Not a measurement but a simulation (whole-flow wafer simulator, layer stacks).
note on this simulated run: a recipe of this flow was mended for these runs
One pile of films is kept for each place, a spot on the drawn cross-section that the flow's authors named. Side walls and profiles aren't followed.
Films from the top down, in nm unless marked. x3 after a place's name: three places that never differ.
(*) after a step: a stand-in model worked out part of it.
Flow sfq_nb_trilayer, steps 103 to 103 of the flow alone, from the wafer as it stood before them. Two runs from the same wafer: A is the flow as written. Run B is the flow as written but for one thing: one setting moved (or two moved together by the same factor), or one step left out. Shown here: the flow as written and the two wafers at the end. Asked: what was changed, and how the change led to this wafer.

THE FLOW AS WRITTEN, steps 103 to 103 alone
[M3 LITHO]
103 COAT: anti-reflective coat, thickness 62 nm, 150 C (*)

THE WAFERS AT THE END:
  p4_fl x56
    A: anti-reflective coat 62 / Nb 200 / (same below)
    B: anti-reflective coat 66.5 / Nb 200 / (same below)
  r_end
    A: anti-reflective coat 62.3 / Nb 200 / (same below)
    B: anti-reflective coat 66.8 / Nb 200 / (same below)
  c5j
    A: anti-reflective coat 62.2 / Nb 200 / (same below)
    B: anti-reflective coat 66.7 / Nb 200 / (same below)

The cause: step 103, COAT: thickness 66.5 nm was run, where the flow has thickness 62 nm.
It can be read off the wafer: p4_fl x56 has anti-reflective coat 66.5, and step 103 as written asks for 62 nm.

How the change led to this, step by step:
  103 COAT: anti-reflective coat, thickness 62 nm, 150 C (*)
      p4_fl x56, wl_j_sl x15, wl_d_m1, l0r_line_l x3, m0r_space_l x2: A anti-reflective coat +62 (new film) | B anti-reflective coat +66.5 (new film)
      r_end, moat, field_r and 7 more: A anti-reflective coat +62.3 (new film) | B anti-reflective coat +66.8 (new film)
      (and at 17 more places)
